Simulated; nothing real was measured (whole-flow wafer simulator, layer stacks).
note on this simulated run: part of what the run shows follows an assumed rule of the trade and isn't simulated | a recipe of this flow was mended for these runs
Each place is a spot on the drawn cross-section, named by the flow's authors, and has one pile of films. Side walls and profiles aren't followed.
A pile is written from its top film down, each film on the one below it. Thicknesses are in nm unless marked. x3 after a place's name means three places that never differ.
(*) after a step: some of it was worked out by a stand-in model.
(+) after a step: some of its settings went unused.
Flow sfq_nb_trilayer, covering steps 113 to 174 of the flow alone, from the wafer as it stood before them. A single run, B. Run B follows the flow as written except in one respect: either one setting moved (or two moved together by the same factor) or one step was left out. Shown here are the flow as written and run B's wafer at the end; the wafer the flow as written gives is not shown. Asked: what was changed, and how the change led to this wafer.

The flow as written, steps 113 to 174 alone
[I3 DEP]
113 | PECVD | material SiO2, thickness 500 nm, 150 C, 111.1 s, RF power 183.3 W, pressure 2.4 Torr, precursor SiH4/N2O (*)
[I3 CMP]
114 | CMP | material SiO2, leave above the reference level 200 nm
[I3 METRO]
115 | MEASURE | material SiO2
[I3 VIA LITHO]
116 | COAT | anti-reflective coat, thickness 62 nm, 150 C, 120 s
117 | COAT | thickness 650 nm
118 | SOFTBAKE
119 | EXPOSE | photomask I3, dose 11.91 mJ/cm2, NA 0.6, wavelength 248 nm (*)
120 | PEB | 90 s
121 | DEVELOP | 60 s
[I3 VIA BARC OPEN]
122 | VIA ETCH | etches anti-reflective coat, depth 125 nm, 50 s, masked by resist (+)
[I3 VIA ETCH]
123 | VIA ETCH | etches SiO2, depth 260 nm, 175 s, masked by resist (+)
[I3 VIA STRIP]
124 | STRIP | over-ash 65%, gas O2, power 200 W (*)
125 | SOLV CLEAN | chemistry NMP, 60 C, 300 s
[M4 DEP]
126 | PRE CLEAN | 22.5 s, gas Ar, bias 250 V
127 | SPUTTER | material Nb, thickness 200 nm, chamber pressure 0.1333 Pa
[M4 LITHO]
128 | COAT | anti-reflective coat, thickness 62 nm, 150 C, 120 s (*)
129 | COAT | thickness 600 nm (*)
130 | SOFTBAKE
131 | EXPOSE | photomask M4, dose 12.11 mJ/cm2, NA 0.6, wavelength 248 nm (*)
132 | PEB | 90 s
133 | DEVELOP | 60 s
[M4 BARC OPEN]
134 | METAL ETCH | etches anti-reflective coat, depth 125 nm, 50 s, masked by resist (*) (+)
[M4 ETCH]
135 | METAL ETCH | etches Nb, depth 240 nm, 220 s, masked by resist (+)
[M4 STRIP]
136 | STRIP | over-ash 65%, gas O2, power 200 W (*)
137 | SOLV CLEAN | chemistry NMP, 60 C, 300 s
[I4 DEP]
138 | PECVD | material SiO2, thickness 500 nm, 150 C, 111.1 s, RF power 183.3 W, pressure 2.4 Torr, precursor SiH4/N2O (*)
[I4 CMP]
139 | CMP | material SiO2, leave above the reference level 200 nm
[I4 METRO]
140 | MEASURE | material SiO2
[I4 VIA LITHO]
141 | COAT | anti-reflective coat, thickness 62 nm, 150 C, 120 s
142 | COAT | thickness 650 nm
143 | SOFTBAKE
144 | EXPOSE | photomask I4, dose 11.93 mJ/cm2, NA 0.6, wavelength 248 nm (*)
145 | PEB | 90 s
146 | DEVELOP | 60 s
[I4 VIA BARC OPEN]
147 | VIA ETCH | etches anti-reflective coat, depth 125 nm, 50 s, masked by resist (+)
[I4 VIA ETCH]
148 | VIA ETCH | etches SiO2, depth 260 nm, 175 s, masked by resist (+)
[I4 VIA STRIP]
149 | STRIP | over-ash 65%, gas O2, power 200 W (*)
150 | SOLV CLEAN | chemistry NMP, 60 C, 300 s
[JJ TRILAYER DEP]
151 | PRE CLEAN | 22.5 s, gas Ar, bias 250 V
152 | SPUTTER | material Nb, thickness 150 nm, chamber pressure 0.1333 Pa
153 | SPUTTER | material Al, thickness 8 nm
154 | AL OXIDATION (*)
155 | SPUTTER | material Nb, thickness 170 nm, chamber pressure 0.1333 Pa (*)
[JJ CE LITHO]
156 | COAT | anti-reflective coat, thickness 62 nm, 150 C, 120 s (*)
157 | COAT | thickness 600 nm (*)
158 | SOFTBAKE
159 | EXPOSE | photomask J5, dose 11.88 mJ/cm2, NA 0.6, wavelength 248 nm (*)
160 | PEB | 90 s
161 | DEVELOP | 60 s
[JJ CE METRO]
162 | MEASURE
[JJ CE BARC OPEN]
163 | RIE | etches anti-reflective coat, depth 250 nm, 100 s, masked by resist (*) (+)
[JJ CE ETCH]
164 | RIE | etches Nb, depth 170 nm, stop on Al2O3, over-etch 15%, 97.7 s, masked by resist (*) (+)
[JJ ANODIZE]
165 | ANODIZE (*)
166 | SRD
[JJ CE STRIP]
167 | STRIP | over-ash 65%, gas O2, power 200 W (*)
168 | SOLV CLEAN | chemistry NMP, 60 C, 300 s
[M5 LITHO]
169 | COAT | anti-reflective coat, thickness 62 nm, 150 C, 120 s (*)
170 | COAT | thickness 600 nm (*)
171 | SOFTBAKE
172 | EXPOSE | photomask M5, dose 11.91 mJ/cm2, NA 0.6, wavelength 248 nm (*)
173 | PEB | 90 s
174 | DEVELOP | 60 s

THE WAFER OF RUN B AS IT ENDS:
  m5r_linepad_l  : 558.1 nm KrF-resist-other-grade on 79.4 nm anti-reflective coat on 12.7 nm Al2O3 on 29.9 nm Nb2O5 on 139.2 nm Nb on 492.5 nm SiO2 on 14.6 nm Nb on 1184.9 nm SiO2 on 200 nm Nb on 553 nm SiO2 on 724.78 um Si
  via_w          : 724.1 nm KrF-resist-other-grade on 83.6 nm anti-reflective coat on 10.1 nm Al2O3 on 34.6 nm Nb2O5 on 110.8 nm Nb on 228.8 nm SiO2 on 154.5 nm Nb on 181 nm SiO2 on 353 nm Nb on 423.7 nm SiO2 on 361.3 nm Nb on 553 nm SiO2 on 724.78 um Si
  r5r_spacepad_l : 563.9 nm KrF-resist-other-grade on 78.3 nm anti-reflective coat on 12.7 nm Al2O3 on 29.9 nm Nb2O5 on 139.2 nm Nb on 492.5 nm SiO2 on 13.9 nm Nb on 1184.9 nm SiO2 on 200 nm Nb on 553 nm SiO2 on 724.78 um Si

The reason: step 113, PECVD: 48.61 s was run, whereas the flow has 111.1 s.

How this came from the change, step by step:
  113 | PECVD | material SiO2, thickness 500 nm, 150 C, 111.1 s, RF power 183.3 W, pressure 2.4 Torr, precursor SiH4/N2O (*)
      field_l, be, be_sur and 64 more: +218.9 SiO2 (it would be, as written: +500 SiO2)
      v_sur, via_wl, via_wr and 27 more: +218.9 SiO2 (new film) (it would be, as written: +500 SiO2 (new film))
      (as well as at 9 more places)
  114 | CMP | material SiO2, leave above the reference level 200 nm
      field_l, be, be_sur and 64 more: nothing (it would be, as written: -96 SiO2)
      p4_g1, p4_g2, p3_s0, p3_s1, p3_s2, p3_s3, p3_s4, p3_s5: nothing (it would be, as written: -157.1 SiO2)
      (as well as at 31 more places)
  116 | COAT | anti-reflective coat, thickness 62 nm, 150 C, 120 s
      r_sur, r_end, moat: +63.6 anti-reflective coat (new film) (it would be, as written: +62 anti-reflective coat (new film))
      ln_m5, lsp_m, ln_m6: +63.4 anti-reflective coat (new film) (it would be, as written: +62 anti-reflective coat (new film))
      (as well as at 97 more places)
  117 | COAT | thickness 650 nm
      c5j, ce_r, r_end, moat, lsp_l: +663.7 KrF-resist-other-grade (new film) (it would be, as written: +650 KrF-resist-other-grade (new film))
      m0r_line_l x3: +717.4 KrF-resist-other-grade (new film) (it would be, as written: +650 KrF-resist-other-grade (new film))
      (as well as at 89 more places)
  121 | DEVELOP | 60 s
      via_v: -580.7 KrF-resist-other-grade (all of it) (it would be, as written: -648.6 KrF-resist-other-grade (all of it))
  122 | VIA ETCH | etches anti-reflective coat, depth 125 nm, 50 s, masked by resist (+)
      via_v: -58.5 anti-reflective coat (all of it), -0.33 SiO2 (it would be, as written: -62 anti-reflective coat (all of it), -0.31 SiO2)
  124 | STRIP | over-ash 65%, gas O2, power 200 W (*)
      m0r_line_l x3: -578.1 KrF-resist-other-grade (all of it), -30 anti-reflective coat (all of it) (it would be, as written: -510.8 KrF-resist-other-grade (all of it), -62 anti-reflective coat (all of it))
      m0r_space_l, m6r_space_l x2: -523.6 KrF-resist-other-grade (all of it), -96 anti-reflective coat (all of it) (it would be, as written: -510.8 KrF-resist-other-grade (all of it), -62 anti-reflective coat (all of it))
      (as well as at 99 more places)
  127 | SPUTTER | material Nb, thickness 200 nm, chamber pressure 0.1333 Pa
      via_w: +154.5 Nb (new film) (it would be, as written: +200 Nb (new film))
  128 | COAT | anti-reflective coat, thickness 62 nm, 150 C, 120 s (*)
      m0r_line_l x3, m0r_line_r x3: +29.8 anti-reflective coat (new film) (it would be, as written: +62 anti-reflective coat (new film))
      m0r_space_l, m0r_space_r, m6r_space_l x2, m6r_space_r x2: +96.1 anti-reflective coat (new film) (it would be, as written: +62 anti-reflective coat (new film))
      (as well as at 84 more places)
  129 | COAT | thickness 600 nm (*)
      m0r_line_l x3, m0r_line_r x3: +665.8 KrF-resist-other-grade (new film) (it would be, as written: +600 KrF-resist-other-grade (new film))
      p4_fl, wl_f_sl: +630.7 KrF-resist-other-grade (new film) (it would be, as written: +600 KrF-resist-other-grade (new film))
      (as well as at 89 more places)
  133 | DEVELOP | 60 s
      m0r_line_l x3, m0r_line_r x3: -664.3 KrF-resist-other-grade (all of it) (it would be, as written: -598.7 KrF-resist-other-grade (all of it))
      moat, field_r, lsp_l: -611.3 KrF-resist-other-grade (all of it) (it would be, as written: -598.1 KrF-resist-other-grade (all of it))
      (as well as at 49 more places)
  134 | METAL ETCH | etches anti-reflective coat, depth 125 nm, 50 s, masked by resist (*) (+)
      m5r_linepad_l, m5r_linepad_r, r5r_line_l, r5r_spacepad_l, r5r_spacepad_r, m8r_pad_l, m8r_pad_r: -125 anti-reflective coat (it would be, as written: -62 anti-reflective coat (all of it))
      m0r_line_l x3, m0r_line_r x3: -29.8 anti-reflective coat (all of it) (it would be, as written: -62 anti-reflective coat (all of it))
      (as well as at 49 more places)
  135 | METAL ETCH | etches Nb, depth 240 nm, 220 s, masked by resist (+)
      m5r_linepad_l, m5r_linepad_r: -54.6 anti-reflective coat (all of it), -185.4 Nb (it would be, as written: -200 Nb (all of it), -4 SiO2)
      r5r_spacepad_l, r5r_spacepad_r: -53.9 anti-reflective coat (all of it), -186.1 Nb (it would be, as written: -200 Nb (all of it), -4 SiO2)
      (as well as at 3 more places)
  136 | STRIP | over-ash 65%, gas O2, power 200 W (*)
      v_sur: -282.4 KrF-resist-other-grade (all of it), -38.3 anti-reflective coat (all of it) (it would be, as written: -360.6 KrF-resist-other-grade (all of it), -64.7 anti-reflective coat (all of it))
      via_wl: -289.1 KrF-resist-other-grade (all of it), -31.7 anti-reflective coat (all of it) (it would be, as written: -357.4 KrF-resist-other-grade (all of it), -67.6 anti-reflective coat (all of it))
      (as well as at 37 more places)
  138 | PECVD | material SiO2, thickness 500 nm, 150 C, 111.1 s, RF power 183.3 W, pressure 2.4 Torr, precursor SiH4/N2O (*)
      m5r_linepad_l, m5r_linepad_r, r5r_spacepad_l, r5r_spacepad_r: +500 SiO2 (new film) (it would be, as written: +500 SiO2)
      p3_s0, p3_s1, p3_s2, p3_s3, p3_s4, p3_s5: +500 SiO2 (it would be, as written: +561.1 SiO2)
      (as well as at 3 more places)
  139 | CMP | material SiO2, leave above the reference level 200 nm
      field_l, be, be_sur and 55 more: nothing (it would be, as written: -96 SiO2)
      p3_s0, p3_s1, p3_s2, p3_s3, p3_s4, p3_s5: nothing (it would be, as written: -157.1 SiO2)
      (as well as at 12 more places)
  ... 18 other steps ...
  174 | DEVELOP | 60 s
      wl_d_sl, wl_d_sr: -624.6 KrF-resist-other-grade (all of it) (it would be, as written: -600.3 KrF-resist-other-grade (all of it))
      moat: -612.3 KrF-resist-other-grade (all of it) (it would be, as written: -598.1 KrF-resist-other-grade (all of it))
      (as well as at 18 more places)
Taking metal films that touch as one body, m5r_linepad_l has 3 bodies (between them, from the top down: SiO2 492.5; SiO2 1184.9); the flow as written gives 2 bodies (between them, from the top down: SiO2 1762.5).
Taking metal films that touch as one body, via_w has 4 bodies (between them, from the top down: SiO2 228.8; SiO2 181; SiO2 423.7); the flow as written gives 3 bodies (between them, from the top down: SiO2 432; SiO2 423.7).
Taking metal films that touch as one body, r5r_spacepad_l has 3 bodies (between them, from the top down: SiO2 492.5; SiO2 1184.9); the flow as written gives 2 bodies (between them, from the top down: SiO2 1762.5).
